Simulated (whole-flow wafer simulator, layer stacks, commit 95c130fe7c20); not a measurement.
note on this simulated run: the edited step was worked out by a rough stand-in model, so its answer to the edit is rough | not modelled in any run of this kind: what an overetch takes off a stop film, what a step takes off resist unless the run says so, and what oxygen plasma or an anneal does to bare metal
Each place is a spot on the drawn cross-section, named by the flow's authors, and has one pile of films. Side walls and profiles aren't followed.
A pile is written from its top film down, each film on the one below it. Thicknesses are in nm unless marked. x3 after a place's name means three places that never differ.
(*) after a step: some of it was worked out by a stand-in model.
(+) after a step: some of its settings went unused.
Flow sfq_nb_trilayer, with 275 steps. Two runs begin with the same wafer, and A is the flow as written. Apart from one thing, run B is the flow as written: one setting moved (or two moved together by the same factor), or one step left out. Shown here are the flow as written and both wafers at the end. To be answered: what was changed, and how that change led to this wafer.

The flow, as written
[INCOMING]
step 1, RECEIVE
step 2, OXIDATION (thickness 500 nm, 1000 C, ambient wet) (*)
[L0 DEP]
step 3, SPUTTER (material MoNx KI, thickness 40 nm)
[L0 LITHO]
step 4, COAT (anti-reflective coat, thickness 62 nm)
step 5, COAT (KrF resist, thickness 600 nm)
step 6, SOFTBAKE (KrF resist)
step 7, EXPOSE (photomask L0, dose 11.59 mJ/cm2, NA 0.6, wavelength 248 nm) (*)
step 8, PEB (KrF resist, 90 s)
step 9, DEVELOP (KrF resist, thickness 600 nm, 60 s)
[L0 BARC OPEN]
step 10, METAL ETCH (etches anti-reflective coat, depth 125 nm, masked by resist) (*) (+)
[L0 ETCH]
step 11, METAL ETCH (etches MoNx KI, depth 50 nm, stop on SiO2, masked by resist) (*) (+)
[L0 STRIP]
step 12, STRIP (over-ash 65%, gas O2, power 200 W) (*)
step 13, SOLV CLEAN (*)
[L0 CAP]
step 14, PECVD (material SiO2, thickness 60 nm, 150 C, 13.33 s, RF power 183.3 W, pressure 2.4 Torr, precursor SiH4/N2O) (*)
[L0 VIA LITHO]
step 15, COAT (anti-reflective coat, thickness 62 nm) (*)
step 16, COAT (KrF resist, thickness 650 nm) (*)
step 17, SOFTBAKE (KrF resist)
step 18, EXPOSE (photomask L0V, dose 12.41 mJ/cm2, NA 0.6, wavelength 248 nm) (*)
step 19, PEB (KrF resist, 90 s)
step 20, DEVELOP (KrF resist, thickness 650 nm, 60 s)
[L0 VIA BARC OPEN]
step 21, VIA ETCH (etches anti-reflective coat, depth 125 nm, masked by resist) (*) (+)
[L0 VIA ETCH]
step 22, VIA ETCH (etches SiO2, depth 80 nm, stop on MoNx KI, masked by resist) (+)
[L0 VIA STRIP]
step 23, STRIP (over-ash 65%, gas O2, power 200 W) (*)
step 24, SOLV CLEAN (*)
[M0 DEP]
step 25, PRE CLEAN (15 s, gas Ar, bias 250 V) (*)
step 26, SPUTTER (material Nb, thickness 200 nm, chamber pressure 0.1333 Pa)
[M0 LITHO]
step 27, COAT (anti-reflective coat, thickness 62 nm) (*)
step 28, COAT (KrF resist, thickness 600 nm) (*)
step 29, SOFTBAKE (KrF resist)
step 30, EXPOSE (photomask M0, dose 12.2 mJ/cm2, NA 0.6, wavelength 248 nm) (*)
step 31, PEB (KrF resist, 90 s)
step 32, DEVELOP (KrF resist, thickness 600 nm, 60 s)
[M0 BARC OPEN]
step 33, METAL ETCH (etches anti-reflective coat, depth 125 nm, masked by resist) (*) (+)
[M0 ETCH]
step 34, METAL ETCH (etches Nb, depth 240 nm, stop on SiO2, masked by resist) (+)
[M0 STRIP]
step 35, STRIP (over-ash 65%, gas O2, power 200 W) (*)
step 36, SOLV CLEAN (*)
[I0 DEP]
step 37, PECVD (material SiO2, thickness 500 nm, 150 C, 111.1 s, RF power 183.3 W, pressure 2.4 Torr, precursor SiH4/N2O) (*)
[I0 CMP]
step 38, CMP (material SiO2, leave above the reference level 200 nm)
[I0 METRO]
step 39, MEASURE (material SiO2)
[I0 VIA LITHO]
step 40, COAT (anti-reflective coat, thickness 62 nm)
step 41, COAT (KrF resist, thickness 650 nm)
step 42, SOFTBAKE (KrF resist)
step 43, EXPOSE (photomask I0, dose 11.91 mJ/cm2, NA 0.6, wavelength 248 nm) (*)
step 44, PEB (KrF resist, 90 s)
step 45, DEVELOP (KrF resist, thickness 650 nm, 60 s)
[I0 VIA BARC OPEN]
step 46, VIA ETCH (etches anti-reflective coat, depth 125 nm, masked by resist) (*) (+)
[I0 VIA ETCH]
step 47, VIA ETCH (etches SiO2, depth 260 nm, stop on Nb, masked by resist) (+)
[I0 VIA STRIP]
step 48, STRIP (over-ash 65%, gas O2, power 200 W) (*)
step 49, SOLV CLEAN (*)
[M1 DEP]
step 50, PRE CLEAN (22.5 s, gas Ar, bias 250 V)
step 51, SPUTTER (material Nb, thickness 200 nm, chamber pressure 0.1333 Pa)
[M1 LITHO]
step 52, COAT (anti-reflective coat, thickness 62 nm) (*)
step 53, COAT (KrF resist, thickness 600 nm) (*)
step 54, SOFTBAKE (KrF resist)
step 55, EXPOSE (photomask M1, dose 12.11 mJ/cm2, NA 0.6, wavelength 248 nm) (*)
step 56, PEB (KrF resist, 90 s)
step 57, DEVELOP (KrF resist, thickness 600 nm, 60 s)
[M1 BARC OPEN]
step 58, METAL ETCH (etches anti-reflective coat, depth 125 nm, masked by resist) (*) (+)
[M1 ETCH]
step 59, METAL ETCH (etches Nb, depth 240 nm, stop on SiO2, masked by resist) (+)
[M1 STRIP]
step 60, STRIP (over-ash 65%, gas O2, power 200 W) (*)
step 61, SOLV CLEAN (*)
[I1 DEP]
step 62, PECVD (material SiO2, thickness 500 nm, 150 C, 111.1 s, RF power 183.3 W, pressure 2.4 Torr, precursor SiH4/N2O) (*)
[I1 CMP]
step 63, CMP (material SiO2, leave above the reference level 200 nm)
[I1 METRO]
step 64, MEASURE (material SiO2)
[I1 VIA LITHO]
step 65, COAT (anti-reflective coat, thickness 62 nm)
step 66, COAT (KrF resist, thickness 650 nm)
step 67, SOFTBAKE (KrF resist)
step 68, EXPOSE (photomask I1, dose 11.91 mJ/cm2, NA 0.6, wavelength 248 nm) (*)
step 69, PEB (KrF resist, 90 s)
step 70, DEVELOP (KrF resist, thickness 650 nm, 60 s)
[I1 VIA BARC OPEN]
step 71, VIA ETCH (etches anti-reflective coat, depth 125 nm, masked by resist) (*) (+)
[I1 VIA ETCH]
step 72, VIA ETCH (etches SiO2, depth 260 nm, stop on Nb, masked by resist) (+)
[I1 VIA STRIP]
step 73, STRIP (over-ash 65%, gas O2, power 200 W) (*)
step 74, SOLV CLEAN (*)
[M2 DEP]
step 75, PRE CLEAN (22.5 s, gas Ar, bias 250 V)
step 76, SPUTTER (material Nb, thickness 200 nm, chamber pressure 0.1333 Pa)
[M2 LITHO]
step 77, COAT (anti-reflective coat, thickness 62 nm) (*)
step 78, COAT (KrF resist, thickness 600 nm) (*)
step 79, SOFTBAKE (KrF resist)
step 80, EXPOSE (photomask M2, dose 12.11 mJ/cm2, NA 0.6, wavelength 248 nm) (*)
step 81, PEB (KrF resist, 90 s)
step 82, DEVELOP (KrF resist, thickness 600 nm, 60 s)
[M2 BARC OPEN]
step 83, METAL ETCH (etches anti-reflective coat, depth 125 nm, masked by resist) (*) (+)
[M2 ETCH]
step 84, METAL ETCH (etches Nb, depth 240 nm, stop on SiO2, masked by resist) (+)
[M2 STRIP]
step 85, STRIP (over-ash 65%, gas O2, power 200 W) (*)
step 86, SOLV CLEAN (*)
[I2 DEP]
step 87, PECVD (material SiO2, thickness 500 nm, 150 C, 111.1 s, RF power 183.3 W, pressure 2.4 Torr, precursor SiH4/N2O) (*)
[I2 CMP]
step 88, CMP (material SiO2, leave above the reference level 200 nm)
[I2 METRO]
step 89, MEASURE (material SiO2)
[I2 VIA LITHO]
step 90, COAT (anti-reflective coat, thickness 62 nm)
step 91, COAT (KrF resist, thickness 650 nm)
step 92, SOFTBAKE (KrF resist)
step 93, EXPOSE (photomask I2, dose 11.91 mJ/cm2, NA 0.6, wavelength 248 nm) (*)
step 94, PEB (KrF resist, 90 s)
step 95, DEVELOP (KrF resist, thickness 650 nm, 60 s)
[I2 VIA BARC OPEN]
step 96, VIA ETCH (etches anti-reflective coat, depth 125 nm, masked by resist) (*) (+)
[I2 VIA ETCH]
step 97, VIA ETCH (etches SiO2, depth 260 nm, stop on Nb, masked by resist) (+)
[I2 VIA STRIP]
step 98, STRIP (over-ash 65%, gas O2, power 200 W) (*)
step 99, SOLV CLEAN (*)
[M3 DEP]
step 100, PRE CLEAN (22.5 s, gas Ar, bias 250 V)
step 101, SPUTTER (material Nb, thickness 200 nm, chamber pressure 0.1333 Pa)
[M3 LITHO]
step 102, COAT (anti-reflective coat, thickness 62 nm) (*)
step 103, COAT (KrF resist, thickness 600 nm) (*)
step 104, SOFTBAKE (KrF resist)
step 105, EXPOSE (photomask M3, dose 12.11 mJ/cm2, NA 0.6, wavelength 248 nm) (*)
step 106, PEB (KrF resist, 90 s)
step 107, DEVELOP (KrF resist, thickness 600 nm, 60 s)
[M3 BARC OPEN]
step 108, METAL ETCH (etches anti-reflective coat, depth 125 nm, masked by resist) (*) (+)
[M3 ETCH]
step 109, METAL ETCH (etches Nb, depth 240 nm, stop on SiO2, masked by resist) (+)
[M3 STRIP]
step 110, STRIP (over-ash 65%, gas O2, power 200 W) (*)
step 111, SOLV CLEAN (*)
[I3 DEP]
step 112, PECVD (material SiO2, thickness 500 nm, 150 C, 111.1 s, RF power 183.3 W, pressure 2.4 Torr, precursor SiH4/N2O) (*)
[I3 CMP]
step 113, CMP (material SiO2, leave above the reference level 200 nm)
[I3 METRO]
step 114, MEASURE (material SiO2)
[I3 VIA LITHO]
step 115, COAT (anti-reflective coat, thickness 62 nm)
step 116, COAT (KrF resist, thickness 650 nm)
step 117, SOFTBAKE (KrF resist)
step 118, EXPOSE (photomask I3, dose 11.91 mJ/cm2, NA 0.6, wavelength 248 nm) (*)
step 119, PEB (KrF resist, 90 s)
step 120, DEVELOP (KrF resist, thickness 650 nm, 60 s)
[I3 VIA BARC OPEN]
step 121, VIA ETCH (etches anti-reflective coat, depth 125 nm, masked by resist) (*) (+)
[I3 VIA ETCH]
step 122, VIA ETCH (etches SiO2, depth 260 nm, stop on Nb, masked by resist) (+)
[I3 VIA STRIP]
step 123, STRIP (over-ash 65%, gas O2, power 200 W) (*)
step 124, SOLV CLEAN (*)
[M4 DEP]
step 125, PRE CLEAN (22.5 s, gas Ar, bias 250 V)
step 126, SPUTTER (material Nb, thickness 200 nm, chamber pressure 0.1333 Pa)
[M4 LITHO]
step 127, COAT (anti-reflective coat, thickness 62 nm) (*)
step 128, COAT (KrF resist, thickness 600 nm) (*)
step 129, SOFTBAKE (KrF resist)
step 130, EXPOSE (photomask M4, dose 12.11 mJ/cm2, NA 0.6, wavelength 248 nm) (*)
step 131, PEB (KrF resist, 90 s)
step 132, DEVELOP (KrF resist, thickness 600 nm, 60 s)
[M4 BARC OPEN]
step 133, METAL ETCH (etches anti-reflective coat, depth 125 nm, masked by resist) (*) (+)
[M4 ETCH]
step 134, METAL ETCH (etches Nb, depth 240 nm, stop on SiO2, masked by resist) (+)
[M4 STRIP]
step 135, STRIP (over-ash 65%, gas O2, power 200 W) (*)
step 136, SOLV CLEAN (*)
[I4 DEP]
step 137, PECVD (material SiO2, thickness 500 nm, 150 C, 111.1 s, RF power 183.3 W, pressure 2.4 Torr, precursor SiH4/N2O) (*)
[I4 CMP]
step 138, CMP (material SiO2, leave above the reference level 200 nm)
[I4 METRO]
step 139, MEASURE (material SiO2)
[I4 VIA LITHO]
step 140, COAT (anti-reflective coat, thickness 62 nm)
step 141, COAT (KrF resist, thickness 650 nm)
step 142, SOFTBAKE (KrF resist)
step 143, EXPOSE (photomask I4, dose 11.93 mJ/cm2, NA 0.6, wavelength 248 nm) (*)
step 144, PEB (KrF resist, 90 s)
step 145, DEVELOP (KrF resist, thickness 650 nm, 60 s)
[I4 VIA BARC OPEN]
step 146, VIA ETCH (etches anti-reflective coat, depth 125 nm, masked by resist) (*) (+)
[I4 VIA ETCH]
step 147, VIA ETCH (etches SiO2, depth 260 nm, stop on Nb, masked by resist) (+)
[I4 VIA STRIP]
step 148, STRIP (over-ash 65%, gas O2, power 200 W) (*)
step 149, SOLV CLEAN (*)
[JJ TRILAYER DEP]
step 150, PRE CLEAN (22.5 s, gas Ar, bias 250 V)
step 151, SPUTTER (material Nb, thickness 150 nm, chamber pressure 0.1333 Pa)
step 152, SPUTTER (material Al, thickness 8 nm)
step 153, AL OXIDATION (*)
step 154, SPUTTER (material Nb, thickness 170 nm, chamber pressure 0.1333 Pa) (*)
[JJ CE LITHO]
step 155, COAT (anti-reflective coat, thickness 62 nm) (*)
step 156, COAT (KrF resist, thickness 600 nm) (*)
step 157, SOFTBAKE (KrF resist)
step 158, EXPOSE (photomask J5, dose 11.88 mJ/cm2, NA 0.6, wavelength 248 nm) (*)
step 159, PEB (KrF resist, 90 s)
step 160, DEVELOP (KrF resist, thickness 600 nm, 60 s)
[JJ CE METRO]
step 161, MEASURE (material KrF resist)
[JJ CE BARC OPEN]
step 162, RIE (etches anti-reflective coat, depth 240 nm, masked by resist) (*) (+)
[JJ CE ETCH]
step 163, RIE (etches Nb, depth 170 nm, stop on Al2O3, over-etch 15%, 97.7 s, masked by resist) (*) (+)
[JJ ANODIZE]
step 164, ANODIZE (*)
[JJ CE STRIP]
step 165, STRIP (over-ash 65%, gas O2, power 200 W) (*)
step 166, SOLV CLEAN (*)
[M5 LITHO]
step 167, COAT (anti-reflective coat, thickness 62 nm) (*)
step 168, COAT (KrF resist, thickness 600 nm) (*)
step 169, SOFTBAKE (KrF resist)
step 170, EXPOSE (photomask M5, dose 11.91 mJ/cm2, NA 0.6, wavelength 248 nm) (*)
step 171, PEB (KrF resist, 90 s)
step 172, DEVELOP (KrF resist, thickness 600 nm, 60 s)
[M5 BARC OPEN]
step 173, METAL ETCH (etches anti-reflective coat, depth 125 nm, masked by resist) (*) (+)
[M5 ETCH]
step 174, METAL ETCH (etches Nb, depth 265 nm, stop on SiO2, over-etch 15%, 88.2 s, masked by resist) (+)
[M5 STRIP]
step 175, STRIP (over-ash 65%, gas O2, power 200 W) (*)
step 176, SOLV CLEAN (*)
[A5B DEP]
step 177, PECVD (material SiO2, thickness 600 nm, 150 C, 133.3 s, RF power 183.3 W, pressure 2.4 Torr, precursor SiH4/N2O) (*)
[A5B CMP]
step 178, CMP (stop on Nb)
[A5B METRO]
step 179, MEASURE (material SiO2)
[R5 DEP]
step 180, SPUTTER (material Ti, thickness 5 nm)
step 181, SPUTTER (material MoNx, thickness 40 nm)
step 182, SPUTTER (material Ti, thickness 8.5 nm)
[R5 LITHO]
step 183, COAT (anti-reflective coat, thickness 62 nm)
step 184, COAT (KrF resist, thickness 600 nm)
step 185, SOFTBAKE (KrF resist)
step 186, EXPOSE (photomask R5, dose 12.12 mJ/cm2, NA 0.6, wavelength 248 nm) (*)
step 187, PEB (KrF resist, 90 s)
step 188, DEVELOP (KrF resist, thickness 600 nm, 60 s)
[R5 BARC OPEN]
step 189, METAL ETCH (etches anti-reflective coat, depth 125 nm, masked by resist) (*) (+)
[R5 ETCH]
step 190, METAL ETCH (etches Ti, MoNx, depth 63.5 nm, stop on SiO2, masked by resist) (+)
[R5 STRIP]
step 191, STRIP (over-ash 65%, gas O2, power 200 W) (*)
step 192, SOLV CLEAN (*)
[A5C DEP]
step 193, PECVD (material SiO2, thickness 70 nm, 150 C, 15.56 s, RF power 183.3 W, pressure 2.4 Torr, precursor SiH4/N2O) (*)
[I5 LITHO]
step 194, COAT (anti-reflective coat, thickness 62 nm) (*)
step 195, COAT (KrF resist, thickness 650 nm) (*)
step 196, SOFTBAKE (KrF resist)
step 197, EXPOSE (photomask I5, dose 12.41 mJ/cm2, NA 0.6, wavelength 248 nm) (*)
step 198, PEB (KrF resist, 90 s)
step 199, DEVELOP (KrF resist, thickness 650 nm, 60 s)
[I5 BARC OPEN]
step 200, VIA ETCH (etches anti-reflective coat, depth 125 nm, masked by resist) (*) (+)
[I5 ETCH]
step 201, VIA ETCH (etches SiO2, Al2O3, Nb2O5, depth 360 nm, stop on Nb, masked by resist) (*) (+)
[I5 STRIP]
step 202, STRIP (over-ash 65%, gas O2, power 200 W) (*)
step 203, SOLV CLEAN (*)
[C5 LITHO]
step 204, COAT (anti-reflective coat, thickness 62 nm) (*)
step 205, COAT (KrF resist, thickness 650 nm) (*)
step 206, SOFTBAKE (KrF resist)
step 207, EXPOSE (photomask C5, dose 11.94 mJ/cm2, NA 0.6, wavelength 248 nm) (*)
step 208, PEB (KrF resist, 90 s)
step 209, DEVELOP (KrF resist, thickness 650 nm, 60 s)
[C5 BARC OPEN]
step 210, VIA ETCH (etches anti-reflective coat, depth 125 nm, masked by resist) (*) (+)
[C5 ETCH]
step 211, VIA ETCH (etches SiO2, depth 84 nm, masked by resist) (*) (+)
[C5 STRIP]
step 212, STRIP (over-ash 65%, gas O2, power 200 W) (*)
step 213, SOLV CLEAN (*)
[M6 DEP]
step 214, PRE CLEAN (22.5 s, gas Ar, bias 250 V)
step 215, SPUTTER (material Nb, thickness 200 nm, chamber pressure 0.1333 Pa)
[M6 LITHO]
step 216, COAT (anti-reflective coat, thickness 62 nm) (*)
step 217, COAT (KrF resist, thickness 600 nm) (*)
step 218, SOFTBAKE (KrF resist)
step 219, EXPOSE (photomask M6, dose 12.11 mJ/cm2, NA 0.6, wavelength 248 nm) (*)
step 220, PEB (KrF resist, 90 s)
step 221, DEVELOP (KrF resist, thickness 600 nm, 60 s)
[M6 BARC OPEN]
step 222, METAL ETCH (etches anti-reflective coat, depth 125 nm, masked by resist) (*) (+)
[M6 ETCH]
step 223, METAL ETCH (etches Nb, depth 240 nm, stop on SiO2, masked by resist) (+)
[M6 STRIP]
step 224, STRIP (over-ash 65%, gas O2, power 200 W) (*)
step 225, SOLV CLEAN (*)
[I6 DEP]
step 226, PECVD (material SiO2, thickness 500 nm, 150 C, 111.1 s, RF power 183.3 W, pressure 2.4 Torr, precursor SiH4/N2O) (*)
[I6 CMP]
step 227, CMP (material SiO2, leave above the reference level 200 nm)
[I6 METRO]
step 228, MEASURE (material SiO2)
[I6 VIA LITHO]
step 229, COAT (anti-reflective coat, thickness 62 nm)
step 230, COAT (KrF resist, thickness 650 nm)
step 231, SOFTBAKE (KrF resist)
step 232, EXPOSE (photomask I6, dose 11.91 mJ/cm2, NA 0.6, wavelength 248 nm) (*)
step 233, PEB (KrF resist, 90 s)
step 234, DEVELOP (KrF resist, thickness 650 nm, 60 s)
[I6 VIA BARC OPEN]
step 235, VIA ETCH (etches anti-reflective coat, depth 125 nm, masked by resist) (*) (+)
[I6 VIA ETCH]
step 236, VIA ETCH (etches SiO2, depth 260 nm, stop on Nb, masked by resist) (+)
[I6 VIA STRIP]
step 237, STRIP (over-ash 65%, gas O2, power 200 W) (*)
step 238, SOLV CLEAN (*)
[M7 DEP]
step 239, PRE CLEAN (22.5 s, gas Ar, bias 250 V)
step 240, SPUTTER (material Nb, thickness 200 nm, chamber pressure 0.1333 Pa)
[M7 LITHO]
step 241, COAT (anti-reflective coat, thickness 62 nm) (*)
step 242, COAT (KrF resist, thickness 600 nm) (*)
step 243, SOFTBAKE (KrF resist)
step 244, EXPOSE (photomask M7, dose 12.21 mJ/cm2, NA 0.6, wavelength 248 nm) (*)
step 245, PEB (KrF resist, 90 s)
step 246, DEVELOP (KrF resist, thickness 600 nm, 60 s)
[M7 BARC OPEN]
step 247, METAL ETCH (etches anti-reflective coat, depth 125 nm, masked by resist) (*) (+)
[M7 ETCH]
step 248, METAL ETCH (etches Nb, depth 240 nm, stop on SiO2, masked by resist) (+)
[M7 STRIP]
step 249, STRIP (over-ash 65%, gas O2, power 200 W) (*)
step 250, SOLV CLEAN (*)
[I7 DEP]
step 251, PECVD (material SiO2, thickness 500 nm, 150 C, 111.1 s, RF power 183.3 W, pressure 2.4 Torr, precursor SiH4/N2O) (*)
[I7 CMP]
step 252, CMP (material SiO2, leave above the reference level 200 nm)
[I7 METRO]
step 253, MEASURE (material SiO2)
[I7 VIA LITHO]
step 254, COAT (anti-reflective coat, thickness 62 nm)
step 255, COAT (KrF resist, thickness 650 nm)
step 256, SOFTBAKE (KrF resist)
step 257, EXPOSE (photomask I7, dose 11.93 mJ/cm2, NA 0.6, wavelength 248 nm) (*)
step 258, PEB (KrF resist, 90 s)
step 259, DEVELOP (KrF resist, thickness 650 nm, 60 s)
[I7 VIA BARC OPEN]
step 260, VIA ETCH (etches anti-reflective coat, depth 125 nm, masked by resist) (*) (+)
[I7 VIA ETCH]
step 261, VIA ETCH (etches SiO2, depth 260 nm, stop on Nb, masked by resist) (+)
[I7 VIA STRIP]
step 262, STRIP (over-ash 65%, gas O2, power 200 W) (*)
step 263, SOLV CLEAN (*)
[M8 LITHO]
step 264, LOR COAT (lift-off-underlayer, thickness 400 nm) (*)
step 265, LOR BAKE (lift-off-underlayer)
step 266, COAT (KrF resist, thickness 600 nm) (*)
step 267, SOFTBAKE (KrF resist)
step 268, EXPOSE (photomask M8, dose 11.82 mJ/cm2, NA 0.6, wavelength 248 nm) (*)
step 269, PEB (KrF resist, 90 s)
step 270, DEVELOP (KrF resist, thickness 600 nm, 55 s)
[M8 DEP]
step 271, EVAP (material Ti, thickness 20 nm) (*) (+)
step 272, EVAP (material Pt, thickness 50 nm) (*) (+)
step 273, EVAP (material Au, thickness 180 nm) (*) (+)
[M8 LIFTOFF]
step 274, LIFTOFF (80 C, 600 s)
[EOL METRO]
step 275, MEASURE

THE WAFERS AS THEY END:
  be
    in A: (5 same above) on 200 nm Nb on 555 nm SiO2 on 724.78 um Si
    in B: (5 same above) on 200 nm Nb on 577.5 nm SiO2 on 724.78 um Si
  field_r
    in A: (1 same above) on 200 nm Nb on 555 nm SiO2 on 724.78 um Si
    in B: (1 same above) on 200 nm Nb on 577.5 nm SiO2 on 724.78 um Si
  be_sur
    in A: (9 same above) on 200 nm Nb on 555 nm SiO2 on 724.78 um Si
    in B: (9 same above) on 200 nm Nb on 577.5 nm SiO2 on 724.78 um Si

Cause: step 14, PECVD: thickness 82.5 nm was run, though the flow has thickness 60 nm; step 14, PECVD: 18.33 s was run, where the flow has 13.33 s.

How this came from the change, step by step:
  step 14, PECVD (material SiO2, thickness 60 nm, 150 C, 13.33 s, RF power 183.3 W, pressure 2.4 Torr, precursor SiH4/N2O) (*)
      v_sur, via_wl, via_w and 97 more: A SiO2 gains 60 | B SiO2 gains 82.5
      field_l, l0_sur, l0v, l0r_line_l, l0r_line_c, l0r_line_r: A SiO2 gains 60 (new film) | B SiO2 gains 82.5 (new film)
  step 22, VIA ETCH (etches SiO2, depth 80 nm, stop on MoNx KI, masked by resist) (+)
      l0v: A SiO2 loses 59.8 (all of it) | B SiO2 loses 80
  step 25, PRE CLEAN (15 s, gas Ar, bias 250 V) (*)
      l0v: A MoNx KI loses 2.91 | B SiO2 loses 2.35 (all of it), MoNx KI loses 1.66
  step 27, COAT (anti-reflective coat, thickness 62 nm) (*)
      l0_sur: A anti-reflective coat gains 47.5 (new film) | B anti-reflective coat gains 46 (new film)
      l0v: A anti-reflective coat gains 78 (new film) | B anti-reflective coat gains 83.3 (new film)
  step 28, COAT (KrF resist, thickness 600 nm) (*)
      l0v: A KrF resist gains 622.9 (new film) | B KrF resist gains 637.2 (new film)
  step 35, STRIP (over-ash 65%, gas O2, power 200 W) (*)
      l0_sur: A KrF resist loses 372 (all of it), anti-reflective coat loses 47.5 (all of it) | B KrF resist loses 369.7 (all of it), anti-reflective coat loses 46 (all of it)
      l0v: A KrF resist loses 405.3 (all of it), anti-reflective coat loses 78 (all of it) | B KrF resist loses 419.5 (all of it), anti-reflective coat loses 83.3 (all of it)
  step 38, CMP (material SiO2, leave above the reference level 200 nm)
      l0v: A SiO2 loses 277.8 | B SiO2 loses 252.8
